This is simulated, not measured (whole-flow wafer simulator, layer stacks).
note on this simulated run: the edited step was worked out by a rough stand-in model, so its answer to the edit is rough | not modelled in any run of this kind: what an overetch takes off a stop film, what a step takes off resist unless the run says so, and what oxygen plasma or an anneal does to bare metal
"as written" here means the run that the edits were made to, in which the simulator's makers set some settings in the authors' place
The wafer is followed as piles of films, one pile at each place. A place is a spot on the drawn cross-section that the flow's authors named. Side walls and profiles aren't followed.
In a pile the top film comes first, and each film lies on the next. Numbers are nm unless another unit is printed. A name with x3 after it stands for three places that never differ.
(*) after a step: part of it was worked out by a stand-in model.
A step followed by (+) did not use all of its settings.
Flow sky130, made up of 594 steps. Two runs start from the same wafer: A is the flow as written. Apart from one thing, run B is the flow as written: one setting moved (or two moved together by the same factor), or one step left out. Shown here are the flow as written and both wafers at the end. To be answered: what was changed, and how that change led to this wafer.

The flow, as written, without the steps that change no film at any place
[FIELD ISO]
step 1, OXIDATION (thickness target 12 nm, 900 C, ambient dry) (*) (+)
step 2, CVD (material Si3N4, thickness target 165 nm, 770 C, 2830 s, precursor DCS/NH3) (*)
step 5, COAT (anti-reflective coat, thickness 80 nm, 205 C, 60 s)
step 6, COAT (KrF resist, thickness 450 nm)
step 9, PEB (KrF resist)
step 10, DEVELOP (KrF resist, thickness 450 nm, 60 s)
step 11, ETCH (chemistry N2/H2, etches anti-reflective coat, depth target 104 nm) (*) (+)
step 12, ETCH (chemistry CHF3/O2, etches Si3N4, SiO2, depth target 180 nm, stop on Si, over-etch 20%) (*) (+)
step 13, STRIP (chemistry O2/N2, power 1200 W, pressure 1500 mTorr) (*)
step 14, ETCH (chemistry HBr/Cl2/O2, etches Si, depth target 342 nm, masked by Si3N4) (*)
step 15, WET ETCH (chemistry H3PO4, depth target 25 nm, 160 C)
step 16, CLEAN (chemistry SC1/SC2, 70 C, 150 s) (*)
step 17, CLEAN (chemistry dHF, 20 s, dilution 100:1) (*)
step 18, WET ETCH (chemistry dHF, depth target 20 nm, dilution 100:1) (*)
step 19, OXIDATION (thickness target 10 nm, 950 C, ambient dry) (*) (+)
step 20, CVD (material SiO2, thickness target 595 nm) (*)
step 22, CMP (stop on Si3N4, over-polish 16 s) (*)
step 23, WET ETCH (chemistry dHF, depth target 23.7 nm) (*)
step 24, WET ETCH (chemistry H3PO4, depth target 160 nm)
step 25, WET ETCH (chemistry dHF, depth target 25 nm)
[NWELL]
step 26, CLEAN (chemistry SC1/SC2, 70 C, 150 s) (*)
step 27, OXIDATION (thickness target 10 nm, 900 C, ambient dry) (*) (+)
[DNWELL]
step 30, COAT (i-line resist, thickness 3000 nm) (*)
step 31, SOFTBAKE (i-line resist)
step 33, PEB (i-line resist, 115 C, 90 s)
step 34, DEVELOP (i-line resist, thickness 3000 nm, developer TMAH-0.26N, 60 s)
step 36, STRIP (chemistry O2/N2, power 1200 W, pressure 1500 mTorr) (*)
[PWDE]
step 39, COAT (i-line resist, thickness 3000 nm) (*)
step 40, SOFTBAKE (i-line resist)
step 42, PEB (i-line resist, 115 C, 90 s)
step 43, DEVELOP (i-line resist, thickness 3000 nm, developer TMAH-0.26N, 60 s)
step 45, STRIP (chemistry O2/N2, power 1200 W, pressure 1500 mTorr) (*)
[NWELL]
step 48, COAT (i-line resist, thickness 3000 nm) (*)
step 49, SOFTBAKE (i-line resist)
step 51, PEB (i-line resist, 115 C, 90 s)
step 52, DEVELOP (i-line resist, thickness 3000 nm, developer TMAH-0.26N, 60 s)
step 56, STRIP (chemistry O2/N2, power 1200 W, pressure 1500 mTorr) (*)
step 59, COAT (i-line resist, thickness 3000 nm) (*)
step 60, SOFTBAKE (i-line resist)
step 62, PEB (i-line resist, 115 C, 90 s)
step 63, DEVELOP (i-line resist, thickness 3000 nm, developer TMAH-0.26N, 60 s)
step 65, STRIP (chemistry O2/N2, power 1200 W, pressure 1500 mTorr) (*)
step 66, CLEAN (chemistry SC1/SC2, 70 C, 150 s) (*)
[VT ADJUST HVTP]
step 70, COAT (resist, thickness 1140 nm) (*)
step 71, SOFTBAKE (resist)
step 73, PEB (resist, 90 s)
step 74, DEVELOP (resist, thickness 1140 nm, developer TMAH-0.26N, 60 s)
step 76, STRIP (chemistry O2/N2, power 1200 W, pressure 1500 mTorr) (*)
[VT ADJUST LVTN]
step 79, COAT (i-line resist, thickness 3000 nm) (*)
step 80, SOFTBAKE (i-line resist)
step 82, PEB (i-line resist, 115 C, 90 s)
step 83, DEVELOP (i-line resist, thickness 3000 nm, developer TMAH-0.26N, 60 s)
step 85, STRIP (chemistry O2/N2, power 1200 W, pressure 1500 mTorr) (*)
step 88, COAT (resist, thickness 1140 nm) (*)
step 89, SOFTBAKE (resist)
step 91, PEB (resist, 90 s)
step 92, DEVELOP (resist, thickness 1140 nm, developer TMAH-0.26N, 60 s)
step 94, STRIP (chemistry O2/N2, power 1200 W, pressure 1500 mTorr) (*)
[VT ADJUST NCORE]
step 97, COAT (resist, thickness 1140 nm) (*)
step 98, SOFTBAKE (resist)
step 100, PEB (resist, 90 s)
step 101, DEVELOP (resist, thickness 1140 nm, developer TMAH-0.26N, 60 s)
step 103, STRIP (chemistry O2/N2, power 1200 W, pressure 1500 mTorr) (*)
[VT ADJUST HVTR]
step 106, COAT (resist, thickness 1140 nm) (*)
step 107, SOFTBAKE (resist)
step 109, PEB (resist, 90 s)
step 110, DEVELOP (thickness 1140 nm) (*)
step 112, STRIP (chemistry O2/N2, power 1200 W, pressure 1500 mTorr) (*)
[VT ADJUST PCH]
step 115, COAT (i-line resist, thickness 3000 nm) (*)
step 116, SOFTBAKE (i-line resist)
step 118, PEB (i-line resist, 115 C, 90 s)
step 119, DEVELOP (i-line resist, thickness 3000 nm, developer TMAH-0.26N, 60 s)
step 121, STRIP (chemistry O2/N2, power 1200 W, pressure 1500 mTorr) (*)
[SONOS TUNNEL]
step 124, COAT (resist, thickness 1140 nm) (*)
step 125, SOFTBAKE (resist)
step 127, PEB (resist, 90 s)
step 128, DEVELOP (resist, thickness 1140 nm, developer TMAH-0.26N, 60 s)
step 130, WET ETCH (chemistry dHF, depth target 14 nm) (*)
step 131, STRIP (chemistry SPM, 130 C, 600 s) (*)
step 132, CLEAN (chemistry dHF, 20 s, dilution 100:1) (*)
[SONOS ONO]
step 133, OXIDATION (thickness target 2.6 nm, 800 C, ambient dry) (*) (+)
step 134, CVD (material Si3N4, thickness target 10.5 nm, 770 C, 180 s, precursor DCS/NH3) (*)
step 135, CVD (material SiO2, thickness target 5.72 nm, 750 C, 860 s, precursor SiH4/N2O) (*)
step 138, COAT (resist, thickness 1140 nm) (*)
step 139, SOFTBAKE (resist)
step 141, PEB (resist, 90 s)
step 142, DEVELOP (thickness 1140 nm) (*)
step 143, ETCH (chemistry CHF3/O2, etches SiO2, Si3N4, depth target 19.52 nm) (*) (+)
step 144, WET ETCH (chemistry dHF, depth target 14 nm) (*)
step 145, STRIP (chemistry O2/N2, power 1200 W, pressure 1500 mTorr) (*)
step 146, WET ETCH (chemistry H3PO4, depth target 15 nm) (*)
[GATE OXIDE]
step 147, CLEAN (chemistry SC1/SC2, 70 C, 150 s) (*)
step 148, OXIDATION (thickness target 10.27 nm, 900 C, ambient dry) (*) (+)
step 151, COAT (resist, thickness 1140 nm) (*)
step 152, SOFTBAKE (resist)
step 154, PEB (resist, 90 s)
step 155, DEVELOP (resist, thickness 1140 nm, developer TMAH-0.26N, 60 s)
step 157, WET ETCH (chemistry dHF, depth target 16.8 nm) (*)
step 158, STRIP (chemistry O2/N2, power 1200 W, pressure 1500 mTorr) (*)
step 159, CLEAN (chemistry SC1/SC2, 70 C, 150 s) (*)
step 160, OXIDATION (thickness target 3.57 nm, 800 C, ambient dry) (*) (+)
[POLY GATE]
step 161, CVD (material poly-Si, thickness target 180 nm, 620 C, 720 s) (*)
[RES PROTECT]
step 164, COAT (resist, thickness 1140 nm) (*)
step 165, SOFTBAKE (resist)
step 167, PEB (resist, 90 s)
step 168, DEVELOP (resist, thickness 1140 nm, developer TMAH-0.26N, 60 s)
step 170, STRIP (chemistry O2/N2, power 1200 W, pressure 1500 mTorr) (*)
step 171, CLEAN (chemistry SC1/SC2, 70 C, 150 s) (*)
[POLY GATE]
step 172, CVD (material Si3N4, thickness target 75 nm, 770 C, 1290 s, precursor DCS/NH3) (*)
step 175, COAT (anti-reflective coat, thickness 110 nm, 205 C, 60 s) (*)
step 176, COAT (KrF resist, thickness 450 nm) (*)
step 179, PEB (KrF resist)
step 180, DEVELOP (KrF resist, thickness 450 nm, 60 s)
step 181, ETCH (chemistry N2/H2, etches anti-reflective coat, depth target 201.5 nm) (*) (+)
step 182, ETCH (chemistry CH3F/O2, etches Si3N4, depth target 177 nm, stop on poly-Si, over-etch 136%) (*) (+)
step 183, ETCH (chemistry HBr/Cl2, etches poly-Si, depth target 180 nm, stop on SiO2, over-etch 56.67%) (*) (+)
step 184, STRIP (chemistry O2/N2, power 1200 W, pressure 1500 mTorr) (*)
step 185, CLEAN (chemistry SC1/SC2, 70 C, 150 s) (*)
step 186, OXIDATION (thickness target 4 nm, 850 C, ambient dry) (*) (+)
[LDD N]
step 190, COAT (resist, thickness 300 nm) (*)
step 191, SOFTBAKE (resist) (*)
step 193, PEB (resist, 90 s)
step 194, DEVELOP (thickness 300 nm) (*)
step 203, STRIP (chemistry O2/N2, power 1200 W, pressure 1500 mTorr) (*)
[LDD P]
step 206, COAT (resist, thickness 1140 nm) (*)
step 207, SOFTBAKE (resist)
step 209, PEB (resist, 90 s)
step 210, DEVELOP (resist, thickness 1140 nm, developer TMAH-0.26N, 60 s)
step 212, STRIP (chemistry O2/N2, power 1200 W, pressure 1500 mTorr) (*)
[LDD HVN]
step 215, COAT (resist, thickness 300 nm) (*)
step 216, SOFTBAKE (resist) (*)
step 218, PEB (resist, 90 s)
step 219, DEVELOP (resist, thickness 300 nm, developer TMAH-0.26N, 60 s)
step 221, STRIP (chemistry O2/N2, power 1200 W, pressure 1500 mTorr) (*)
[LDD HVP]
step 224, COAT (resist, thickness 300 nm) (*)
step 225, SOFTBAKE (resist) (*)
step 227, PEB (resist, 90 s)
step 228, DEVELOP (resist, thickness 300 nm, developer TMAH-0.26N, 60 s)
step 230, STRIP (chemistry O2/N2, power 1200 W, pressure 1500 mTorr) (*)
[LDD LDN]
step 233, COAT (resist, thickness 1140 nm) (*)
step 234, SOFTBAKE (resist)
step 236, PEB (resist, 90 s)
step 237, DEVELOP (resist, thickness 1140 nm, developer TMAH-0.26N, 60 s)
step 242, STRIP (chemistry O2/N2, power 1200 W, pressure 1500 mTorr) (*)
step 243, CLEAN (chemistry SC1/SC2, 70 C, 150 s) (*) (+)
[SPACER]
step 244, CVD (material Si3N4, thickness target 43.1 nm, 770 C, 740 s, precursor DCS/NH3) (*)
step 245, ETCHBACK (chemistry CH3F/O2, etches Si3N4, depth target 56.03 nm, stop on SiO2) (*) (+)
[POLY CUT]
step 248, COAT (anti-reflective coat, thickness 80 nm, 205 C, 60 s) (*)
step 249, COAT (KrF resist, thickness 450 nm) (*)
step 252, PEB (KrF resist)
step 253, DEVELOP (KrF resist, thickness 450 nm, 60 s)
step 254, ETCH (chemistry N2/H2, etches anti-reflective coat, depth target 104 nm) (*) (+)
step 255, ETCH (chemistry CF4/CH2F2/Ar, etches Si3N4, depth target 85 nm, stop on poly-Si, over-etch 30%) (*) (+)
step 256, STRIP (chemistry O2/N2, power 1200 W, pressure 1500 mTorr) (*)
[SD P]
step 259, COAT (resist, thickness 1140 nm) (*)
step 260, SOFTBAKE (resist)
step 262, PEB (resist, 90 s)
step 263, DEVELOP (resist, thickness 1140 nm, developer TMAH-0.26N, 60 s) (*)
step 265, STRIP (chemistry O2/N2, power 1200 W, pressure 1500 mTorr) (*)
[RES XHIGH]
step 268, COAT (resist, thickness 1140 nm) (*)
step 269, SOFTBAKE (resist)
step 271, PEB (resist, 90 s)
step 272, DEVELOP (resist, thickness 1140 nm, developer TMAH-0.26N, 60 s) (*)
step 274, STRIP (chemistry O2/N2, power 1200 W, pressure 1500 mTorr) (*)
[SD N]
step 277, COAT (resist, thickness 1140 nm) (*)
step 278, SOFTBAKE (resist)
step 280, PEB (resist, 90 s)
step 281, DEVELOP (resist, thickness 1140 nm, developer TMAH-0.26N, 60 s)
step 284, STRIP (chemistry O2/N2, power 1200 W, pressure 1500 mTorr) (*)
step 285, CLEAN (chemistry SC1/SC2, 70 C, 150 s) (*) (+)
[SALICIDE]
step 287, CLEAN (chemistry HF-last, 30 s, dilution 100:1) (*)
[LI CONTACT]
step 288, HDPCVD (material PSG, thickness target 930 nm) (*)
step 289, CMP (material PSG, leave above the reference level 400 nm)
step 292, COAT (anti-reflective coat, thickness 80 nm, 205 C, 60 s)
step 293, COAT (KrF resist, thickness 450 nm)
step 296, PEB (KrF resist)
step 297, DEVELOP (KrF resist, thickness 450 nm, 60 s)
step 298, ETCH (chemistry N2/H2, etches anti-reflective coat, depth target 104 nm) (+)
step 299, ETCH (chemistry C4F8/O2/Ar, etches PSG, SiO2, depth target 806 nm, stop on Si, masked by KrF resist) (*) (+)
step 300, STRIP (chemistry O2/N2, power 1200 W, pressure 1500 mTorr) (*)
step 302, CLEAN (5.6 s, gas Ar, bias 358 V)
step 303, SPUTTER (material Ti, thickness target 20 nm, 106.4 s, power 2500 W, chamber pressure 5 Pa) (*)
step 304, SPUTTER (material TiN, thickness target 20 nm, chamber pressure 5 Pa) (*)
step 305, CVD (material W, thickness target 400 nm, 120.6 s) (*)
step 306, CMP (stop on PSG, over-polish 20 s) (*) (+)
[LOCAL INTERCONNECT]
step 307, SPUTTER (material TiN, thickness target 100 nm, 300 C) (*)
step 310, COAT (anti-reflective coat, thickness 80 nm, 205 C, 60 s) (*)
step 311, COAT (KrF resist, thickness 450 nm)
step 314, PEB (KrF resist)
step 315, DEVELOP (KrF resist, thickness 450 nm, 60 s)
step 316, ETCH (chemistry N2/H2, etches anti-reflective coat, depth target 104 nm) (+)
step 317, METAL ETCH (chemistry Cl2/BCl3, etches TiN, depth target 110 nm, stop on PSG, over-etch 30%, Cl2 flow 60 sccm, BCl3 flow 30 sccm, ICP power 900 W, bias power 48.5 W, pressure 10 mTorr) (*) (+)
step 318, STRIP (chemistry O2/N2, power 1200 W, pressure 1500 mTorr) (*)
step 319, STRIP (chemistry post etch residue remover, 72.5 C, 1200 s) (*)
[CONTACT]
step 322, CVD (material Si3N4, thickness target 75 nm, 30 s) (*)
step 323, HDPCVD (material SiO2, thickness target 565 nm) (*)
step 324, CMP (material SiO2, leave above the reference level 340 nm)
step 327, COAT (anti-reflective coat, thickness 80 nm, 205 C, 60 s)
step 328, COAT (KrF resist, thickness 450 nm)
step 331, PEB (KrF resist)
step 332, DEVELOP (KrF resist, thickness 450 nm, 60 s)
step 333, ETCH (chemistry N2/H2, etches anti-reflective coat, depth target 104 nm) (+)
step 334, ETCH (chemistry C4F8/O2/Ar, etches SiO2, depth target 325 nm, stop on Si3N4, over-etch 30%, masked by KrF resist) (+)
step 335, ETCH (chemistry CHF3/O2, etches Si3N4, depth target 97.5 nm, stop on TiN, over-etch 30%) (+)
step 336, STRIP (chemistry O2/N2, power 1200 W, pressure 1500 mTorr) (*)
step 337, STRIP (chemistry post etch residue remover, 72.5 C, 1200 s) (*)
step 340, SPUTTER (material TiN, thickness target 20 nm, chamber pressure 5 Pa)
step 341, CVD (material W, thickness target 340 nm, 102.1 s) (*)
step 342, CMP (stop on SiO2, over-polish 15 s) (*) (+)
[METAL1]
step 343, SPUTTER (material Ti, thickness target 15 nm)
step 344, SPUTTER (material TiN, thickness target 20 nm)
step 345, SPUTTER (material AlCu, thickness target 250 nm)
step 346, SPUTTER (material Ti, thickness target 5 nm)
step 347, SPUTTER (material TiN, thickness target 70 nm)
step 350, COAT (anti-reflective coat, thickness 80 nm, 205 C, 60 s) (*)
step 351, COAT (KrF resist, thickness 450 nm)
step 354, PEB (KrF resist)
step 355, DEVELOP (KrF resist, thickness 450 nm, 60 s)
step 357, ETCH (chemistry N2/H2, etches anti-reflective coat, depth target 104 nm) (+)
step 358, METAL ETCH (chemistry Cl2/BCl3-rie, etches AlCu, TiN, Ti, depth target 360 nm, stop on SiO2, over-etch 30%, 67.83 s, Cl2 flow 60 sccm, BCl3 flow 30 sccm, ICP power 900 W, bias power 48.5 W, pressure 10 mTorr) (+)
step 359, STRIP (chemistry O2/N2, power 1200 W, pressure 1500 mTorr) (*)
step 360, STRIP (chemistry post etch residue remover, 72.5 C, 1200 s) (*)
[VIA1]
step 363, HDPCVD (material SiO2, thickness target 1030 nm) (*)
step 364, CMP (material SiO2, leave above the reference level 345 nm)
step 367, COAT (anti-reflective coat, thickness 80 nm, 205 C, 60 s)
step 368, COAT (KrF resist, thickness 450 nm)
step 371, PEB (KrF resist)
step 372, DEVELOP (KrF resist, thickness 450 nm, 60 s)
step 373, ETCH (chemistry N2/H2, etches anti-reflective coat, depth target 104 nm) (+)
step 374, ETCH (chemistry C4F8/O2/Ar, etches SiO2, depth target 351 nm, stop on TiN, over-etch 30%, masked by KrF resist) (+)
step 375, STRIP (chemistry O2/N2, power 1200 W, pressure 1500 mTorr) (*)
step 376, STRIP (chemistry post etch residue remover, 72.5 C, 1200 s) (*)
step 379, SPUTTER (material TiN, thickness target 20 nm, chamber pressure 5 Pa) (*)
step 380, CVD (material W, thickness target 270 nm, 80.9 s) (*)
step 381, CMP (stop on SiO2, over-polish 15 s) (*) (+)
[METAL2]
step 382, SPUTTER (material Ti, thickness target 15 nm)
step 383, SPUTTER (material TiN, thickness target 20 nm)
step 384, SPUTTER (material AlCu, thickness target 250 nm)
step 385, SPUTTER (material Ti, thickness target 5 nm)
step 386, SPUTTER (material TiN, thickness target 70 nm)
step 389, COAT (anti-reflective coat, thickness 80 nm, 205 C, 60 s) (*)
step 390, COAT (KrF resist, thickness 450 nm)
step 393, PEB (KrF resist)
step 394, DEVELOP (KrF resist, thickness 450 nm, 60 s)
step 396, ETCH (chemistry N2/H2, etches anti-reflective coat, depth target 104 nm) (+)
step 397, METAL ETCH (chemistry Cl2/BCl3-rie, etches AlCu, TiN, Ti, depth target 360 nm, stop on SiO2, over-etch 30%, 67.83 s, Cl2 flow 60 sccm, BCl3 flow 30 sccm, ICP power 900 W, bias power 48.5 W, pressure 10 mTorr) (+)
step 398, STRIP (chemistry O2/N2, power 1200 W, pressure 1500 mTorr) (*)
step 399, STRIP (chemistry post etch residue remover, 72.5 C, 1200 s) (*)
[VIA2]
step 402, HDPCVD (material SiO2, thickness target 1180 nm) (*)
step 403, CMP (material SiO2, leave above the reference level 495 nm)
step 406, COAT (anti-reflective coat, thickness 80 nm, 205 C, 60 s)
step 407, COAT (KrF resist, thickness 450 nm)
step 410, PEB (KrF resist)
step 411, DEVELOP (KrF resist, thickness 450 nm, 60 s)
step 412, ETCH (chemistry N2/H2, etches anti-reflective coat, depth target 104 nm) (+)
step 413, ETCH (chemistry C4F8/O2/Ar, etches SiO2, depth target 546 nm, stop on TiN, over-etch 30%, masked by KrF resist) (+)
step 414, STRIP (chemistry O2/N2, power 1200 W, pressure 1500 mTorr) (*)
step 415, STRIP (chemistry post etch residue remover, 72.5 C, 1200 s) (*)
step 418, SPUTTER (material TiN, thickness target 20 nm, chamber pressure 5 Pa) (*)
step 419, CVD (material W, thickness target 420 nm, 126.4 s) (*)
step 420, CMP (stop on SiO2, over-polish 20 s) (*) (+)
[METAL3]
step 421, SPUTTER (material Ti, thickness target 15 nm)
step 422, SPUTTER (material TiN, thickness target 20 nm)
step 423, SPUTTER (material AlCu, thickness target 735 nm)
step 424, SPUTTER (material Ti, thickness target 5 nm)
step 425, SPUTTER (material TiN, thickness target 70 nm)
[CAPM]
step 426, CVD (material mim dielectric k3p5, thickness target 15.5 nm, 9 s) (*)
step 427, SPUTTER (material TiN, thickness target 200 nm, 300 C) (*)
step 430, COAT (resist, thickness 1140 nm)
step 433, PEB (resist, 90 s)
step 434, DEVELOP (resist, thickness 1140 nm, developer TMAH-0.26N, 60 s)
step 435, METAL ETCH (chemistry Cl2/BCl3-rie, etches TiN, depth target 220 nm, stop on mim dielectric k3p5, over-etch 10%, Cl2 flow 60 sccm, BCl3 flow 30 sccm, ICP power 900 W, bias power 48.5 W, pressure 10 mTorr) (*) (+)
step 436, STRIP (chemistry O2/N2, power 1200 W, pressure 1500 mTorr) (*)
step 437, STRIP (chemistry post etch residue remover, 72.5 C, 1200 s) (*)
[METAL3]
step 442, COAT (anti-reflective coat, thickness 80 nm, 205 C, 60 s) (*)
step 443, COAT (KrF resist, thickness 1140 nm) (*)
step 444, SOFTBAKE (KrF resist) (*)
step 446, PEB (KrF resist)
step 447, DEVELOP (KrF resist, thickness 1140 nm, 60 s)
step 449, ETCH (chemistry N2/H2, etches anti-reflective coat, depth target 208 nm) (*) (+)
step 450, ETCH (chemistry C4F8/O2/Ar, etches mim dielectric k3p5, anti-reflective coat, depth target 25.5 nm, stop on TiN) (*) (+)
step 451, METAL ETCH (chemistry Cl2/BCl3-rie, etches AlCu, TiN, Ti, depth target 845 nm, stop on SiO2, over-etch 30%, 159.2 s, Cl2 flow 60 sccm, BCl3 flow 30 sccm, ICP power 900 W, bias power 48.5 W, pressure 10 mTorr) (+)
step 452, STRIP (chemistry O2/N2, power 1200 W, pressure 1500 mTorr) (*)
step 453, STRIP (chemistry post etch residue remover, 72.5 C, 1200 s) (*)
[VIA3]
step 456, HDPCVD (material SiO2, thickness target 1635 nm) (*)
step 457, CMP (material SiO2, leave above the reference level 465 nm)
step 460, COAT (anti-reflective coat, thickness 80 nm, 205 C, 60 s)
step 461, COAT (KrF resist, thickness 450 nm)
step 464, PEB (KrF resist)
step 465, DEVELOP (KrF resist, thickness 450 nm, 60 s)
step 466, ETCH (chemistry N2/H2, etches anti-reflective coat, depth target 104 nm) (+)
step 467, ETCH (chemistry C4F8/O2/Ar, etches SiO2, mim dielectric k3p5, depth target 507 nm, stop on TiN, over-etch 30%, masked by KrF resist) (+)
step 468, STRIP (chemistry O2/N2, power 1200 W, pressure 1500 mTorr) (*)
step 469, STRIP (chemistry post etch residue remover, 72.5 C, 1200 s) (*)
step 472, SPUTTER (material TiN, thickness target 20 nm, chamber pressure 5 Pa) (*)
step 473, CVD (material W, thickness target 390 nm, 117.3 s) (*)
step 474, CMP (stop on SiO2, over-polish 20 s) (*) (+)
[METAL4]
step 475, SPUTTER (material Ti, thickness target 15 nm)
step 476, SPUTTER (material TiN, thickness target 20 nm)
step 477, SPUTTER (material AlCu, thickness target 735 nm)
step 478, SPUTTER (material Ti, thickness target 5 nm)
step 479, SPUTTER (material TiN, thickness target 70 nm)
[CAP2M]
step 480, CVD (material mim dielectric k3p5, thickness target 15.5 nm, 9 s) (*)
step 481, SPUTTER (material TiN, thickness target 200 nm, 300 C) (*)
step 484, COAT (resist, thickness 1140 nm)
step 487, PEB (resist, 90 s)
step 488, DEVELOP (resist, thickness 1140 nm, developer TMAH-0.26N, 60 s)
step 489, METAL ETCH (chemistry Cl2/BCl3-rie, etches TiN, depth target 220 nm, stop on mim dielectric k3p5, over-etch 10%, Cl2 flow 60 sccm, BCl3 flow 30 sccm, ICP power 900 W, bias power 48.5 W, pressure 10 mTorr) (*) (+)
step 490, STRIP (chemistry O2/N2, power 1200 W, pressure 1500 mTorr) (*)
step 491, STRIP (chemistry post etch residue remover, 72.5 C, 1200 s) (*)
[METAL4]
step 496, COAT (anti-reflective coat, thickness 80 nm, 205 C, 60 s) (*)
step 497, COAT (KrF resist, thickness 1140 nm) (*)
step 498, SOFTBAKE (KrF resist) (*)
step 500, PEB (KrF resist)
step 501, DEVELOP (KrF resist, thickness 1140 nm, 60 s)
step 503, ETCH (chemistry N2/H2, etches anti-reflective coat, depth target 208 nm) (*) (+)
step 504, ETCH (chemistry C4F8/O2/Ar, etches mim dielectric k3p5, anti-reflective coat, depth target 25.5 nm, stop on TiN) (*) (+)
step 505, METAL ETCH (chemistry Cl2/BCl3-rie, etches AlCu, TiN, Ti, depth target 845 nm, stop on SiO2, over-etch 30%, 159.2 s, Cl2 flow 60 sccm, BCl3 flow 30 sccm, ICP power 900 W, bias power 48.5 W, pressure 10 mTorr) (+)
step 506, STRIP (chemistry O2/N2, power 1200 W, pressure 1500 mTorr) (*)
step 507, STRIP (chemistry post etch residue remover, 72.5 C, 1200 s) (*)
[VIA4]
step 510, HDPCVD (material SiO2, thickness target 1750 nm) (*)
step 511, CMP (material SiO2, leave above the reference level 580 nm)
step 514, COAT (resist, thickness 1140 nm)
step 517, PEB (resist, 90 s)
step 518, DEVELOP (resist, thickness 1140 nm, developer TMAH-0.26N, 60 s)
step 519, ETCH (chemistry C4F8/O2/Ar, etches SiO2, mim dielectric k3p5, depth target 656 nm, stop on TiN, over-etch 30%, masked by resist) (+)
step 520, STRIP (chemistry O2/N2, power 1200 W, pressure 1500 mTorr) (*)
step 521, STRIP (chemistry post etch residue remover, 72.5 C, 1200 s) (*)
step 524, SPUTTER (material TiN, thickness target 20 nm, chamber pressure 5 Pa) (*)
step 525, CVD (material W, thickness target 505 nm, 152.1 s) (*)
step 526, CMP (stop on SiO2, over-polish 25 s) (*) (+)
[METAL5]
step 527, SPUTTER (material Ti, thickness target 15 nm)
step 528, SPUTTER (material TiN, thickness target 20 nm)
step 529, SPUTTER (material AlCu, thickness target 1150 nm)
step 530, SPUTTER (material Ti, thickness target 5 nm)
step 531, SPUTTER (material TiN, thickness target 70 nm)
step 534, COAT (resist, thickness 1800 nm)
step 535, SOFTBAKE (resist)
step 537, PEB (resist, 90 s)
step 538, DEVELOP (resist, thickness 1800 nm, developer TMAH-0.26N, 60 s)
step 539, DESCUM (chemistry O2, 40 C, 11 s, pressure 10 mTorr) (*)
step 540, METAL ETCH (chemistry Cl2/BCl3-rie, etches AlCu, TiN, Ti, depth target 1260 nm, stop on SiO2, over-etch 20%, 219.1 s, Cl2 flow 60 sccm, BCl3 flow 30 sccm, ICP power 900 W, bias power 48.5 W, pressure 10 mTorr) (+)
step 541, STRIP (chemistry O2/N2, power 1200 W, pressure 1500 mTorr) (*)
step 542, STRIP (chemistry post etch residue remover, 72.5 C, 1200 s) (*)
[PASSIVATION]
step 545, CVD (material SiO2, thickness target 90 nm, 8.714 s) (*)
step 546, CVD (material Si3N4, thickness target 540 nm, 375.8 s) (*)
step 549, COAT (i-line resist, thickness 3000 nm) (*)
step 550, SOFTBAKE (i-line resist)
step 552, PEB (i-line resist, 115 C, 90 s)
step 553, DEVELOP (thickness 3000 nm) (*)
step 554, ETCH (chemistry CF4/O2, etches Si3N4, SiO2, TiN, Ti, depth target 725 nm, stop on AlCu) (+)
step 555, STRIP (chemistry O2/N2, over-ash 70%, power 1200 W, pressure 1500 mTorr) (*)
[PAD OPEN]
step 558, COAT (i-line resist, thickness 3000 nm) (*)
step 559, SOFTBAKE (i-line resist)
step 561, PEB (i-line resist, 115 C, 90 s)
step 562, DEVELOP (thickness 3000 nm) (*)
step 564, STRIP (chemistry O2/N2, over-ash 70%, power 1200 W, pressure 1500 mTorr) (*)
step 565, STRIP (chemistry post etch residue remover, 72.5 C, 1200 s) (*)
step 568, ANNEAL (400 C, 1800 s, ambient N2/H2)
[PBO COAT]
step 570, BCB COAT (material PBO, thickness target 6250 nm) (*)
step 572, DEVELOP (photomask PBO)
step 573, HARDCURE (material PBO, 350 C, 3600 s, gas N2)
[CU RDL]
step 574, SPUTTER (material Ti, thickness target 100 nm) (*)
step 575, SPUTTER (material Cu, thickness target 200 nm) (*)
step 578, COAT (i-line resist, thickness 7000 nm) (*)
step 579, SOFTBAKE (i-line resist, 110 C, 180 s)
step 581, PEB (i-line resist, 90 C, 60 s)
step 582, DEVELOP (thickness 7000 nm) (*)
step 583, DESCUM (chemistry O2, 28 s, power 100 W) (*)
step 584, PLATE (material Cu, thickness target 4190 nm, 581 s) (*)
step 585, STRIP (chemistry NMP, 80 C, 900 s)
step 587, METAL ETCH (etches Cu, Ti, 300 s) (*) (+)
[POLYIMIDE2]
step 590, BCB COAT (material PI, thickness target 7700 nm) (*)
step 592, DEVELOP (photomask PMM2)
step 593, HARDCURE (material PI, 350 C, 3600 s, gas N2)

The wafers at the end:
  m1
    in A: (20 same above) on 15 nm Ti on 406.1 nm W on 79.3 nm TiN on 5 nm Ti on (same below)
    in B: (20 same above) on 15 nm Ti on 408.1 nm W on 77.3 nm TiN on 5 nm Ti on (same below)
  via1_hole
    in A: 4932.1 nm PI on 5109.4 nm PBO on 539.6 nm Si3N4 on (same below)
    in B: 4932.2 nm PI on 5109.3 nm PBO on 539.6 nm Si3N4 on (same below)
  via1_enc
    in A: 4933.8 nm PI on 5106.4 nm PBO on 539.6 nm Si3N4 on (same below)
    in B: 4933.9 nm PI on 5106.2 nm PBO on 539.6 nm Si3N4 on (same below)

Cause: step 418, SPUTTER: thickness target 16 nm was run, while the flow as written has thickness target 20 nm.

How this came from the change, step by step:
  step 418, SPUTTER (material TiN, thickness target 20 nm, chamber pressure 5 Pa) (*)
      field, active, n_well and 186 more: A TiN gains 20 (new film) | B TiN gains 16 (new film)
      m1: A TiN gains 10.2 | B TiN gains 8.15
      (and at 1 other place as well)
  step 420, CMP (stop on SiO2, over-polish 20 s) (*) (+)
      field, active, n_well and 186 more: A W loses 420 (all of it), TiN loses 20 (all of it), SiO2 loses 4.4 | B W loses 420 (all of it), TiN loses 16 (all of it), SiO2 loses 4.4
